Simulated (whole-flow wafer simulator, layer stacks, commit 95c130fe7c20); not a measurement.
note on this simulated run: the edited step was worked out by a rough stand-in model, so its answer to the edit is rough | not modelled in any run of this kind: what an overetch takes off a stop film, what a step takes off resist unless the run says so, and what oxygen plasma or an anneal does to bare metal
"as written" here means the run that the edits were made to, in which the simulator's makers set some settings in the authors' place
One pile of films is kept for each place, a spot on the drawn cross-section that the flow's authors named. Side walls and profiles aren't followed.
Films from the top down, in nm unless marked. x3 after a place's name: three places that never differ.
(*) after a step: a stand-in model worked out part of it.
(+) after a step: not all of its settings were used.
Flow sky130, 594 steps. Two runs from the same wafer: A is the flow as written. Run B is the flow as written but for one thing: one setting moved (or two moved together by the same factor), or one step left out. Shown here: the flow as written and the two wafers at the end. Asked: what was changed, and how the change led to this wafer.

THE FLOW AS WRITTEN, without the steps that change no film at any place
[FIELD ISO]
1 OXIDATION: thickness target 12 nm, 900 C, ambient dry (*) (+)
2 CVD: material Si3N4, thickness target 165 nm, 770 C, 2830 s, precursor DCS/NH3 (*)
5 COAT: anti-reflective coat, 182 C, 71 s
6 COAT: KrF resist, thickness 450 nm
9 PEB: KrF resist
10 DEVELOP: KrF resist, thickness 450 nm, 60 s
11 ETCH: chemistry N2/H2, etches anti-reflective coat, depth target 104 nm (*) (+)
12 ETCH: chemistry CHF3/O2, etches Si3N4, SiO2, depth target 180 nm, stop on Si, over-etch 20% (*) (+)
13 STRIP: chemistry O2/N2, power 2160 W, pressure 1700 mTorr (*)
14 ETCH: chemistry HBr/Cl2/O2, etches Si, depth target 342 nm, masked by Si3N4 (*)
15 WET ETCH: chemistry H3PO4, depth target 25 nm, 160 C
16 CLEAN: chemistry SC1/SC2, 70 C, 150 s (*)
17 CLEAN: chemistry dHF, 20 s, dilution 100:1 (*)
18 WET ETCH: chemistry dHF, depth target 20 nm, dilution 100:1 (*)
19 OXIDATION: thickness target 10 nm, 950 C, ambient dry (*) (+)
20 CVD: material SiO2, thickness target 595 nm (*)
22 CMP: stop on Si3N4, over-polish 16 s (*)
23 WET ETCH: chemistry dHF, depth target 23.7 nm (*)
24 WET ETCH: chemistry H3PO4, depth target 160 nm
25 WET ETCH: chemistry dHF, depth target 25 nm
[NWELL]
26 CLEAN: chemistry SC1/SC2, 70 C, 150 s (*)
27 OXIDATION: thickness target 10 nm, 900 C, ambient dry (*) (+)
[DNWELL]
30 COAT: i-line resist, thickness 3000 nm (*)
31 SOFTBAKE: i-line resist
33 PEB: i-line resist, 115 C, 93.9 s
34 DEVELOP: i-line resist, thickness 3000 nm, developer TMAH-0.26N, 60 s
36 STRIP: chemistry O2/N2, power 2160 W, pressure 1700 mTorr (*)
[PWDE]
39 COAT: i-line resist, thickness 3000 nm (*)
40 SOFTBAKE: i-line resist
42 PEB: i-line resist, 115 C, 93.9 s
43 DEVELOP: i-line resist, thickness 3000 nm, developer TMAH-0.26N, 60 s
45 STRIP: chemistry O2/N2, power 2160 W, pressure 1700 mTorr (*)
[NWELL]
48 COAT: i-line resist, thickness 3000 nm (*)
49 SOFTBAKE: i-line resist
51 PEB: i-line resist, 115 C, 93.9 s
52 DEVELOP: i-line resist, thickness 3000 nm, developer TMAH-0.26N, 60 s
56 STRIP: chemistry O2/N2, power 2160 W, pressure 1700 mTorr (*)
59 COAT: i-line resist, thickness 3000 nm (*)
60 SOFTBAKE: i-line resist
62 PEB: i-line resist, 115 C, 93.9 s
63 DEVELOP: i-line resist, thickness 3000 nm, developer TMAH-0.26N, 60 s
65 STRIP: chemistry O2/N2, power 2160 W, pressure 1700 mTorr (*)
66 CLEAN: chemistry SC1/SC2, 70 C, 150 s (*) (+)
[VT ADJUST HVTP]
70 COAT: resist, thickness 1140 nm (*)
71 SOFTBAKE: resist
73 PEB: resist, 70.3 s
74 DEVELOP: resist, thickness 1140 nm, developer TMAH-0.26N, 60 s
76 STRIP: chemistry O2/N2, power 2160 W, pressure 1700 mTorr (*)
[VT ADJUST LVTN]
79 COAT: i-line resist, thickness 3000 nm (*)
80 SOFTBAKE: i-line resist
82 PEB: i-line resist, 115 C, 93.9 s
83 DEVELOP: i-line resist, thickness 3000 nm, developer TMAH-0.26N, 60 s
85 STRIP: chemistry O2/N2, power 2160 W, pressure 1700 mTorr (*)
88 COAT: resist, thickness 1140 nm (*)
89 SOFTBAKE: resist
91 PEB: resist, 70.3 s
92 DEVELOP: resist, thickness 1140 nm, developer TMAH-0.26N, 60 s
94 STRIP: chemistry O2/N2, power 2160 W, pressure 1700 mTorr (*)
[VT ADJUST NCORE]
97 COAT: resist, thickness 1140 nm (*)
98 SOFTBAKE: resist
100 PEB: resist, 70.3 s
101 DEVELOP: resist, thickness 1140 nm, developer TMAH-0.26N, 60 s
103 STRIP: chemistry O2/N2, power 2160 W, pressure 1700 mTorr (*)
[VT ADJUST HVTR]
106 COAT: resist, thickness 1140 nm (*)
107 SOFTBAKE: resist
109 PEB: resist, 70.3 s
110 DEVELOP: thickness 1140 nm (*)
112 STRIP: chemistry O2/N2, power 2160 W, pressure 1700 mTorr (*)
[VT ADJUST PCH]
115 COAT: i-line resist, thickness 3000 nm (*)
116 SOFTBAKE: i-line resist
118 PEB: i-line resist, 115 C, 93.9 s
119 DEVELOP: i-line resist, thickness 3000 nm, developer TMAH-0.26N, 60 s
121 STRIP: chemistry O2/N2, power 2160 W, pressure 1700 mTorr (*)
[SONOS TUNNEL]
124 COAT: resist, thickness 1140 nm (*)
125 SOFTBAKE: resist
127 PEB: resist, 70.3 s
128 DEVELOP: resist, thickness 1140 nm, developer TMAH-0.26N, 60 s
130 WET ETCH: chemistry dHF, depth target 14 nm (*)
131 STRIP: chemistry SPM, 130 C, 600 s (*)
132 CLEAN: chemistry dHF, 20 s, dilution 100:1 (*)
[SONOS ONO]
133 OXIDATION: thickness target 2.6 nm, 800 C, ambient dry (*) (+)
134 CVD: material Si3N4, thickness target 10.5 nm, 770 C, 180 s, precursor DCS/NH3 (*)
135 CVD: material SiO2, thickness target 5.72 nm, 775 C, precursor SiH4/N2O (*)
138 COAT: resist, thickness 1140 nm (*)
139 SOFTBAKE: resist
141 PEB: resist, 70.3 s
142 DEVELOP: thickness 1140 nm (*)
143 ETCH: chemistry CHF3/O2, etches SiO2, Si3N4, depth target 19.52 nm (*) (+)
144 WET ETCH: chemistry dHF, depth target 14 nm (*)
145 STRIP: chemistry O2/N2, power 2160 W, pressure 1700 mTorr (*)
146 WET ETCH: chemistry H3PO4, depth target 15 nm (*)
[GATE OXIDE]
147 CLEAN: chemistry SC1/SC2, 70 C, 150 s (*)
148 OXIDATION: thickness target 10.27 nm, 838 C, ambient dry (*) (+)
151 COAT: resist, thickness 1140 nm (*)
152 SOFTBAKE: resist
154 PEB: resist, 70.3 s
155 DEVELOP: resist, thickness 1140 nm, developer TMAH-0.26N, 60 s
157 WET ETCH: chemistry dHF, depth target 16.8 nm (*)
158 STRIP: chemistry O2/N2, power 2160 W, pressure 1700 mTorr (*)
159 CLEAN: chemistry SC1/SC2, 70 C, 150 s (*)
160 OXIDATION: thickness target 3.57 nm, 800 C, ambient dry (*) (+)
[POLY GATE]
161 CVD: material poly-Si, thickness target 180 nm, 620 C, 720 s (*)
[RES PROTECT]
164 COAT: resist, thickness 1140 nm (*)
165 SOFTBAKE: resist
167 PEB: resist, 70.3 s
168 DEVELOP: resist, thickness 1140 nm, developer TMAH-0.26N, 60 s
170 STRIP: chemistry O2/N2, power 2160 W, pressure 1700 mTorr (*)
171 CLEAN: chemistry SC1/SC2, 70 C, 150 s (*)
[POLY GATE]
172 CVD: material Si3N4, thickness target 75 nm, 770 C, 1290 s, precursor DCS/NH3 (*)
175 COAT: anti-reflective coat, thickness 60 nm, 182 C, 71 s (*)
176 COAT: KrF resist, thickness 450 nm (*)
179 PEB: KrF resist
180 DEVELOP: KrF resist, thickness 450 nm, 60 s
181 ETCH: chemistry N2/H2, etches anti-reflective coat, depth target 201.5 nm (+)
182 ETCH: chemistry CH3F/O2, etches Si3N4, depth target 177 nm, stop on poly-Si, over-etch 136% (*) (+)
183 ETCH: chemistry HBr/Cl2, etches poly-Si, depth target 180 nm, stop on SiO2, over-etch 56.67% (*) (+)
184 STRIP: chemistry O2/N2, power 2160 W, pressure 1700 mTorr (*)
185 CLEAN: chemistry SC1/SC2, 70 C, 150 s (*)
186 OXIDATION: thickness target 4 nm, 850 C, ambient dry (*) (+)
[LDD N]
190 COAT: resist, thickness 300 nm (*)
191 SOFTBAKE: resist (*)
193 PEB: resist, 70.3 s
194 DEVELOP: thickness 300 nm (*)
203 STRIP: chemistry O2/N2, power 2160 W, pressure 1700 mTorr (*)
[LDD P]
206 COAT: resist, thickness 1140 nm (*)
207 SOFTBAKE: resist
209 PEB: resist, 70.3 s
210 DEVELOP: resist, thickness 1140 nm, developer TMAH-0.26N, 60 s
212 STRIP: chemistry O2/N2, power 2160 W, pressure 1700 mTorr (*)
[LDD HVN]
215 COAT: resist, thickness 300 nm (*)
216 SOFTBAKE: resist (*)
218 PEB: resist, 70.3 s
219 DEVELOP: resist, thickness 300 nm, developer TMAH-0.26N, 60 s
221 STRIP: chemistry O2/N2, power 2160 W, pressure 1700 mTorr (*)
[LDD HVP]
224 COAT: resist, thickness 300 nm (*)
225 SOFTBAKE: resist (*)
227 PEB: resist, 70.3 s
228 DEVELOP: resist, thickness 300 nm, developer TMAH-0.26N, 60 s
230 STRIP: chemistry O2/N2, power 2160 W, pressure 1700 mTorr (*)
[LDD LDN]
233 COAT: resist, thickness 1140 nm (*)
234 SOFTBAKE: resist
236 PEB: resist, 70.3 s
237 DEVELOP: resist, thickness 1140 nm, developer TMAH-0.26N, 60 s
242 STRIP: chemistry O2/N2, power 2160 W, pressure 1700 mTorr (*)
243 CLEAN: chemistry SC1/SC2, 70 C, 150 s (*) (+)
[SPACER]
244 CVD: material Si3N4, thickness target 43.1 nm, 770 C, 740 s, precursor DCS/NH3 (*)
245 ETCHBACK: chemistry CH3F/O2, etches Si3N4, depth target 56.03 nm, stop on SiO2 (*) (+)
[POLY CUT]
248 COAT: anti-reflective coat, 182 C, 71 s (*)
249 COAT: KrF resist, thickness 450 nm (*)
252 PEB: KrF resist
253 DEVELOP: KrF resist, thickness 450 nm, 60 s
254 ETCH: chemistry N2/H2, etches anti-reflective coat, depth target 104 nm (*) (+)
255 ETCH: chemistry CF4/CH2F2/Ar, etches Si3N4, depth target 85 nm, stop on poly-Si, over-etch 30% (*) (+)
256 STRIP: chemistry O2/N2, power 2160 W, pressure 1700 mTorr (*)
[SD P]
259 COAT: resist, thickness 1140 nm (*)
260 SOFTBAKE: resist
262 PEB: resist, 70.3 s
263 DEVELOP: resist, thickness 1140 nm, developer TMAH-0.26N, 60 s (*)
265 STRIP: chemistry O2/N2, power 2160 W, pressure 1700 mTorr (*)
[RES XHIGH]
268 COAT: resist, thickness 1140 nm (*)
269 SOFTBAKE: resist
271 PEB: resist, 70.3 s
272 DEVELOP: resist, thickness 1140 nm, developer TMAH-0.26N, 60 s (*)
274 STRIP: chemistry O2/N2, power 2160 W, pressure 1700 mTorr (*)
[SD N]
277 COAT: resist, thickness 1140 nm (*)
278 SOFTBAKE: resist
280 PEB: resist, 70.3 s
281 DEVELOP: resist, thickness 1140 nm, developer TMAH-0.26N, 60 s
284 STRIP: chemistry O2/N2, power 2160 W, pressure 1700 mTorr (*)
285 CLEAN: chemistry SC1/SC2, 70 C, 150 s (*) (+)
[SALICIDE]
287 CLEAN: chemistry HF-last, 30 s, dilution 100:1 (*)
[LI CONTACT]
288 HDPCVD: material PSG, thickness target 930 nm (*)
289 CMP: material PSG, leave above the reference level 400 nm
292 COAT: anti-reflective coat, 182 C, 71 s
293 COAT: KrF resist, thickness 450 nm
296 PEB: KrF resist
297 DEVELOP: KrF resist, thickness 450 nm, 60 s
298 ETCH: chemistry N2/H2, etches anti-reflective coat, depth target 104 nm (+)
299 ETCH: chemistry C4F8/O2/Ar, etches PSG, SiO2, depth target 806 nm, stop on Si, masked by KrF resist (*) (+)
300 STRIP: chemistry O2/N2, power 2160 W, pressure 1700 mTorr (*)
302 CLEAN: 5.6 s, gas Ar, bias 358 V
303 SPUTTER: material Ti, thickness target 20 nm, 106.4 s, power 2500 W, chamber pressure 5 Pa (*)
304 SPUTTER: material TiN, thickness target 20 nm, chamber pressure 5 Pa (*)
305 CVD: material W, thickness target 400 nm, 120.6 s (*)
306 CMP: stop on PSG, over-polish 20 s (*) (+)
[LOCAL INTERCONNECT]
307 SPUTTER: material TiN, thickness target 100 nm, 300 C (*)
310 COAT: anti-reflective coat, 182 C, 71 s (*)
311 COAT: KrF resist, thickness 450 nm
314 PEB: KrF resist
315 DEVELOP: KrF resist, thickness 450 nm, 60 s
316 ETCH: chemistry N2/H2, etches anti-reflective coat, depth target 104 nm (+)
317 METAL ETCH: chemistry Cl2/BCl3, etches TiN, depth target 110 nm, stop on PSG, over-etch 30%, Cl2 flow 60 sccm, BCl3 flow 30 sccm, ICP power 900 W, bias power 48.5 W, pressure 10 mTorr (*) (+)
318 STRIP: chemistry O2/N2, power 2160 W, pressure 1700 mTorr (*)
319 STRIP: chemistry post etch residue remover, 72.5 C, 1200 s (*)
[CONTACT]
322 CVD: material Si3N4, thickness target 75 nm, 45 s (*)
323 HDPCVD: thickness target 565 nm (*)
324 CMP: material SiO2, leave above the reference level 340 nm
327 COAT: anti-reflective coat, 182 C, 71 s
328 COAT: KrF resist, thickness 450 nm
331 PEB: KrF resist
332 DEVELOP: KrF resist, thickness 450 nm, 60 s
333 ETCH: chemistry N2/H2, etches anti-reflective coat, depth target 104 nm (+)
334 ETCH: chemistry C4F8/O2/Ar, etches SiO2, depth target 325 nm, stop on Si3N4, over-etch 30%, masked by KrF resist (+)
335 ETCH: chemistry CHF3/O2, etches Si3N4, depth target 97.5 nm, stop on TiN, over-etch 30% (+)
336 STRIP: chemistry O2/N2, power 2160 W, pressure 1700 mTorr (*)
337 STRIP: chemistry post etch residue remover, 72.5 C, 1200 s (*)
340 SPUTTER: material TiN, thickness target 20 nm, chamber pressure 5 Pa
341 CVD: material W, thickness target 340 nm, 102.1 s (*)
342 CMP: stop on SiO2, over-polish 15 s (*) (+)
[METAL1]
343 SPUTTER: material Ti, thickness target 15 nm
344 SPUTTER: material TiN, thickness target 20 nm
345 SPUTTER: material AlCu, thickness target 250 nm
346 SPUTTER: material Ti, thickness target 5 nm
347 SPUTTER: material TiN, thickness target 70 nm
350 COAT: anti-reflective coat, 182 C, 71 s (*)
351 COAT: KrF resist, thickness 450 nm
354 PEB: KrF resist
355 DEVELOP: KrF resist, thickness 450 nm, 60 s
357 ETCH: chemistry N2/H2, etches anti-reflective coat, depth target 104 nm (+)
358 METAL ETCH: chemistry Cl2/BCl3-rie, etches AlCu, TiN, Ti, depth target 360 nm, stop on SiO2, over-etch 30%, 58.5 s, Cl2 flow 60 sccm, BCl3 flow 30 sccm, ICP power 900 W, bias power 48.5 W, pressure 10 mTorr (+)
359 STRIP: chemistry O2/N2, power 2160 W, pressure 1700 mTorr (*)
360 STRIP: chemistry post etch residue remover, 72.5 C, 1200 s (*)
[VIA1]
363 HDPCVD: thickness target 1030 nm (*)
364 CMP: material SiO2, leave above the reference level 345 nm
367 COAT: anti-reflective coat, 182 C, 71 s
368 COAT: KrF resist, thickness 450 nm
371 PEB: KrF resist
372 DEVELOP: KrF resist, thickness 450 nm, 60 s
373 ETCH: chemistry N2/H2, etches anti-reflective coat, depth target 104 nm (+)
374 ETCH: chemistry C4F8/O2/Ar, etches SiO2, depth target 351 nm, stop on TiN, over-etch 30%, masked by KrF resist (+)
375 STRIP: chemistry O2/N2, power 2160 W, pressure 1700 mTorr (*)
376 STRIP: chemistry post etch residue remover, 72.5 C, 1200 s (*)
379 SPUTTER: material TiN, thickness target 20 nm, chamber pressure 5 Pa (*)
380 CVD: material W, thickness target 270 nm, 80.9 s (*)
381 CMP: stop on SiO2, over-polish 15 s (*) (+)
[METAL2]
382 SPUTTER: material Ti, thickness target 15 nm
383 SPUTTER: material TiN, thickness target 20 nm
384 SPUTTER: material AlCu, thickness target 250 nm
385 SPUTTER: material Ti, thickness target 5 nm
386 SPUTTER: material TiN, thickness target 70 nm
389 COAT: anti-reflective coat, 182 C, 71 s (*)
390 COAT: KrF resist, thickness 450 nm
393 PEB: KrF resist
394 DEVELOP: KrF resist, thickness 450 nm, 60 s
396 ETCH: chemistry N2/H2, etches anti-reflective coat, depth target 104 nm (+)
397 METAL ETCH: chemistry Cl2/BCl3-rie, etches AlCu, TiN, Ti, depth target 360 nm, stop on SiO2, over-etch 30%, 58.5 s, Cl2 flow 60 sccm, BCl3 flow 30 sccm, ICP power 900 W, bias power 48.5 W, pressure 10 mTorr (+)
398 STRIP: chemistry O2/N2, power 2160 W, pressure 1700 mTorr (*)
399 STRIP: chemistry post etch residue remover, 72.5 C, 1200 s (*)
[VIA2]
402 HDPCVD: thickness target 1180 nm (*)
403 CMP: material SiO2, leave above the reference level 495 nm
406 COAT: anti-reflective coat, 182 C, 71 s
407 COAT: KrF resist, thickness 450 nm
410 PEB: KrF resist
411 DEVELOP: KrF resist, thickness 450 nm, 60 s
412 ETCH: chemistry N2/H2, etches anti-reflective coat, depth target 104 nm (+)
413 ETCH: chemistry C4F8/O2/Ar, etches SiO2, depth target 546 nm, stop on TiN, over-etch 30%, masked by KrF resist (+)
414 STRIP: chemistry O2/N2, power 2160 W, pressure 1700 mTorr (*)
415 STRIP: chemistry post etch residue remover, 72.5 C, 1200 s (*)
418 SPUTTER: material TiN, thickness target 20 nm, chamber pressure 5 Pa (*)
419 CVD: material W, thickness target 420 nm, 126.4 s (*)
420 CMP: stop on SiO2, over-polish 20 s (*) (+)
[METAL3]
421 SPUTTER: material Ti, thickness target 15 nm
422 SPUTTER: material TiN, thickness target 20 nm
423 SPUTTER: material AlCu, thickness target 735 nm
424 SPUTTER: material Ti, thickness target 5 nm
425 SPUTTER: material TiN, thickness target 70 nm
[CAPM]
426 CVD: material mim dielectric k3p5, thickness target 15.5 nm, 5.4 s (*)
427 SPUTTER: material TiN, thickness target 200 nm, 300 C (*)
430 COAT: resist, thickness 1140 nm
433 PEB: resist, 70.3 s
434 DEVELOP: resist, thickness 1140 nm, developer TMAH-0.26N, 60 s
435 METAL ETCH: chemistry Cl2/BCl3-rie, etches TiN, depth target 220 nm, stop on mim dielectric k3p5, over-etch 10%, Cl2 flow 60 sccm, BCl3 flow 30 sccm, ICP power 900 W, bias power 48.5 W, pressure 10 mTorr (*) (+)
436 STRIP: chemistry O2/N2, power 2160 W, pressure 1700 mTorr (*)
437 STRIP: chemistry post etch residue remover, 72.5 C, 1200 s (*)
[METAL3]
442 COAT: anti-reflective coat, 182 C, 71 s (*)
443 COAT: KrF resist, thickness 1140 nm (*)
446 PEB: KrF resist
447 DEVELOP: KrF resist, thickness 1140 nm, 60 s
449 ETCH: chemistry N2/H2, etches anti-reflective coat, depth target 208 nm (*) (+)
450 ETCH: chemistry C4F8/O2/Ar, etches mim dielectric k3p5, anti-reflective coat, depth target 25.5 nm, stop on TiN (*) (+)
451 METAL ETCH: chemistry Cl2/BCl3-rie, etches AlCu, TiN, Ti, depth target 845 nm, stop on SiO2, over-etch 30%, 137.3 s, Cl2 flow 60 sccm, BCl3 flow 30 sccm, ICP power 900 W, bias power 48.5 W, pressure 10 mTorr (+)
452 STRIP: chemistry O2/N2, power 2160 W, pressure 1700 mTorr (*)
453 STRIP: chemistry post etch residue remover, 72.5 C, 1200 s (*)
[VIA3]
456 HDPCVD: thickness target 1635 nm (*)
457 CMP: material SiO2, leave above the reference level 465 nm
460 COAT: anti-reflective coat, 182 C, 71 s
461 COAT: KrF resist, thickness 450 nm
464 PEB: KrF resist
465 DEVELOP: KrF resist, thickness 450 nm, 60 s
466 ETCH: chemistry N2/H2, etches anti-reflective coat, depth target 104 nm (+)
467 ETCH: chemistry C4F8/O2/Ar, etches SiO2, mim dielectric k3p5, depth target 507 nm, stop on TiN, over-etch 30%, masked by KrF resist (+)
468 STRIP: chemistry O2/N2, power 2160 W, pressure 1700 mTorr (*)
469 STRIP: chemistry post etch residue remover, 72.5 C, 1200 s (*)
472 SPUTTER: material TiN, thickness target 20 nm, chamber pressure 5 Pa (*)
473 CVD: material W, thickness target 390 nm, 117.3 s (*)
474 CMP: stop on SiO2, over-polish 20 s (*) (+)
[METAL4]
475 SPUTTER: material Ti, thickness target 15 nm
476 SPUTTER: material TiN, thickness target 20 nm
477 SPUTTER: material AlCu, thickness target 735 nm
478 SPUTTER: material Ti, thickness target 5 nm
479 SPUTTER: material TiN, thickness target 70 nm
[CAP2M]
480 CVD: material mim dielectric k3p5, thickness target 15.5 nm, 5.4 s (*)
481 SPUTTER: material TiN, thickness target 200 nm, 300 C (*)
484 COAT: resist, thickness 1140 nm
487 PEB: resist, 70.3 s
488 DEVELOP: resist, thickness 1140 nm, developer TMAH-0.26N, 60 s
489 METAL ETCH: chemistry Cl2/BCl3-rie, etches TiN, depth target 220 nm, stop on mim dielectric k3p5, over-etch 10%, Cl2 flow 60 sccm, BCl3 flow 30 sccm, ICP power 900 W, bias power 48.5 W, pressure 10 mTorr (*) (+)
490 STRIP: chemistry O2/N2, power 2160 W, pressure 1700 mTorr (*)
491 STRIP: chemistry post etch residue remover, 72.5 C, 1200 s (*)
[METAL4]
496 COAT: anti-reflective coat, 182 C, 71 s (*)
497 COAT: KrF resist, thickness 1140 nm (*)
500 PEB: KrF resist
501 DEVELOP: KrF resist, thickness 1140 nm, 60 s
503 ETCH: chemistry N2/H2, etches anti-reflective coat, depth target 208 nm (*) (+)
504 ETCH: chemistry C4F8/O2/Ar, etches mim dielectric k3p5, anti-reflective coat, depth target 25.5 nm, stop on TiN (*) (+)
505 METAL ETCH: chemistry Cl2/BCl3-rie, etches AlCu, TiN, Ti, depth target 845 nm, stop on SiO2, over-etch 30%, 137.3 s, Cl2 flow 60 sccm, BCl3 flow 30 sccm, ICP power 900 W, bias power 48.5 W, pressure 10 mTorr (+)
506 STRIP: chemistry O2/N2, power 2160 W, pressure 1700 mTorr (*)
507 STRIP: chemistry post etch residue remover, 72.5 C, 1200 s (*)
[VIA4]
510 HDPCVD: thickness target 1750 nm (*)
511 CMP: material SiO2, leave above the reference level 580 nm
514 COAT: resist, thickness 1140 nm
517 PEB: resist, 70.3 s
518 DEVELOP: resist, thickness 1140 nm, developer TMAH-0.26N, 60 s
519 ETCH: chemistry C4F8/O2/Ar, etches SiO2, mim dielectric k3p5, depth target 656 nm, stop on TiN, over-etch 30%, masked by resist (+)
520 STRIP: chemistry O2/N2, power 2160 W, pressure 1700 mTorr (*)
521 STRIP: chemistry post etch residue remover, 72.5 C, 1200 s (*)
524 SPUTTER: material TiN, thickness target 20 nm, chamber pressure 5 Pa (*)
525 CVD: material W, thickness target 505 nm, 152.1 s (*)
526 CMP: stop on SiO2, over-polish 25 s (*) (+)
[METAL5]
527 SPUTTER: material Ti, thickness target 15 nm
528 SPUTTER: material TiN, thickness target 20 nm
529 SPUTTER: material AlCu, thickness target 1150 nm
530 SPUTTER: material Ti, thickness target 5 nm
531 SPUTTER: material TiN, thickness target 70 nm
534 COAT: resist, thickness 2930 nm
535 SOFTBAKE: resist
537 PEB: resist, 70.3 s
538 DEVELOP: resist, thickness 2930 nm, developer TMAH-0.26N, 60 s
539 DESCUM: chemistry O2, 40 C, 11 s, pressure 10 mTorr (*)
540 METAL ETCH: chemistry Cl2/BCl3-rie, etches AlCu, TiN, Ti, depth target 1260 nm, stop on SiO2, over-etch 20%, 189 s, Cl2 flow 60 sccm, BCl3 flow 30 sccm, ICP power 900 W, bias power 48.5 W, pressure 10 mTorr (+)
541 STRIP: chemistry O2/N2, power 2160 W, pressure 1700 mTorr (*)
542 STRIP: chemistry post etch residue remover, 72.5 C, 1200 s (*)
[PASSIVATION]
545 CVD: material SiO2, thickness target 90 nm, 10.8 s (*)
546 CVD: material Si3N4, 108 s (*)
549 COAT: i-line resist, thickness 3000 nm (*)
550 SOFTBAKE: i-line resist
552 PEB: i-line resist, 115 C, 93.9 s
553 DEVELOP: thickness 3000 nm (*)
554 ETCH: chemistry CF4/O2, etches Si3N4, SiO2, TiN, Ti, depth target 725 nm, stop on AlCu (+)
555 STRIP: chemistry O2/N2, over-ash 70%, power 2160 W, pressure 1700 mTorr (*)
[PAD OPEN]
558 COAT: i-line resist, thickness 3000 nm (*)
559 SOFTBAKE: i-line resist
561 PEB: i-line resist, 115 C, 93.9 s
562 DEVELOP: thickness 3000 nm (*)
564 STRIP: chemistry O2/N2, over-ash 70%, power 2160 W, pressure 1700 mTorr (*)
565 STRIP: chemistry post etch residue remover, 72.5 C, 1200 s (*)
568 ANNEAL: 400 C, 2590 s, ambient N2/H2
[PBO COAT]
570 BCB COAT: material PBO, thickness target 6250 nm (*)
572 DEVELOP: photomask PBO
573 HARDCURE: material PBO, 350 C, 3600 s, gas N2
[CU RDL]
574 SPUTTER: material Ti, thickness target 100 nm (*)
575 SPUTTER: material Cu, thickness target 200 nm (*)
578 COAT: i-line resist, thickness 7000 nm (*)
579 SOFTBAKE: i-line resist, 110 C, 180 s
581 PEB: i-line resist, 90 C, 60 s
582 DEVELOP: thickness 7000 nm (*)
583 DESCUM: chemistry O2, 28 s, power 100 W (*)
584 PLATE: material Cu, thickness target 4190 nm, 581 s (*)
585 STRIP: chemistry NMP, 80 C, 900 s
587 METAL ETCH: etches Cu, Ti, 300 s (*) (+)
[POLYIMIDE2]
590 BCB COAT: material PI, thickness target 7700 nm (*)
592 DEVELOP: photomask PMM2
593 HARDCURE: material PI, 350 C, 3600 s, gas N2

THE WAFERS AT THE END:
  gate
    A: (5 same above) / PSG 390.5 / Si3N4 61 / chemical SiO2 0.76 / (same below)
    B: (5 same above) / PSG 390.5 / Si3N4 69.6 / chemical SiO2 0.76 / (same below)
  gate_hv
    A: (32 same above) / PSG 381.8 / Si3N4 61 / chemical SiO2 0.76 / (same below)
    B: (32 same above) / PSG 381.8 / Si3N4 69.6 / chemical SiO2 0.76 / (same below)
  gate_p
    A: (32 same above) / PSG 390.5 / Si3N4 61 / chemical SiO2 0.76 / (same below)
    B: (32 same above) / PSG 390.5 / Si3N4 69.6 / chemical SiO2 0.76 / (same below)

The cause: step 244, CVD: thickness target 51.7 nm was run, where the flow has thickness target 43.1 nm; step 244, CVD: 888 s was run, where the flow has 740 s.

How the change led to this, step by step:
  244 CVD: material Si3N4, thickness target 43.1 nm, 770 C, 740 s, precursor DCS/NH3 (*)
      field, active, p_well and 101 more: A Si3N4 +43.1 (new film) | B Si3N4 +51.7 (new film)
      n_well, gate, gate_hv and 74 more: A Si3N4 +43.1 | B Si3N4 +51.7
  245 ETCHBACK: chemistry CH3F/O2, etches Si3N4, depth target 56.03 nm, stop on SiO2 (*) (+)
      field, active, p_well and 101 more: A Si3N4 -43.1 (all of it), SiO2 -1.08 | B Si3N4 -51.7 (all of it), SiO2 -0.36
  248 COAT: anti-reflective coat, 182 C, 71 s (*)
      rpm_encl, rpm_encl_psd: A anti-reflective coat +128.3 (new film) | B anti-reflective coat +131 (new film)
      active: A anti-reflective coat +216.3 (new film) | B anti-reflective coat +222.3 (new film)
      (and at 72 more places)
  249 COAT: KrF resist, thickness 450 nm (*)
      pad: A KrF resist +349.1 (new film) | B KrF resist +342 (new film)
      poly_dn: A KrF resist +300.4 (new film) | B KrF resist +292.4 (new film)
      (and at 7 more places)
  254 ETCH: chemistry N2/H2, etches anti-reflective coat, depth target 104 nm (*) (+)
      rxpo_ln: A anti-reflective coat -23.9 (all of it), Si3N4 -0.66 | B anti-reflective coat -26.5 (all of it), Si3N4 -0.62
  255 ETCH: chemistry CF4/CH2F2/Ar, etches Si3N4, depth target 85 nm, stop on poly-Si, over-etch 30% (*) (+)
      field, active, n_well and 180 more: A KrF resist -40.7 | B KrF resist -42.5
      rpo_wd, rxpo_wd: A Si3N4 -61.6 (all of it), chemical SiO2 -0.75 (all of it) | B Si3N4 -70.2 (all of it), chemical SiO2 -0.75 (all of it)
      (and at 5 more places)
  256 STRIP: chemistry O2/N2, power 2160 W, pressure 1700 mTorr (*)
      rpm_encl, rpm_encl_psd: A KrF resist -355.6 (all of it), anti-reflective coat -128.3 (all of it) | B KrF resist -353 (all of it), anti-reflective coat -131 (all of it)
      active: A KrF resist -323.4 (all of it), anti-reflective coat -216.3 (all of it) | B KrF resist -318.8 (all of it), anti-reflective coat -222.3 (all of it)
      (and at 83 more places)
  260 SOFTBAKE: resist
      m1: A resist -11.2 | B resist -11.8
      pwell_dnw: A resist +9.74 | B resist +10.3
      (and at 10 more places)
  269 SOFTBAKE: resist
      m1: A resist -11.2 | B resist -11.8
      pwell_dnw: A resist +9.74 | B resist +10.3
      (and at 10 more places)
  278 SOFTBAKE: resist
      m1: A resist -11.2 | B resist -11.8
      pwell_dnw: A resist +9.74 | B resist +10.3
      (and at 10 more places)
  289 CMP: material PSG, leave above the reference level 400 nm
      mim, vpp_sp, vpp_ln and 30 more: A PSG -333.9 | B PSG -326.1
      active, p_well, sd_n and 19 more: A PSG -285.8 | B PSG -277.9
      (and at 51 more places)
  299 ETCH: chemistry C4F8/O2/Ar, etches PSG, SiO2, depth target 806 nm, stop on Si, masked by KrF resist (*) (+)
      contact, ndiff_licon, ndiff_licon_cpp: A PSG -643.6 (all of it), SiO2 -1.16 (all of it) | B PSG -651.4 (all of it), SiO2 -1.87 (all of it)
      poly_licon, rpo_hd_licon: A PSG -411.7 (all of it) | B PSG -420.3 (all of it)
  306 CMP: stop on PSG, over-polish 20 s (*) (+)
      poly_licon: A W -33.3 | B W -24.7
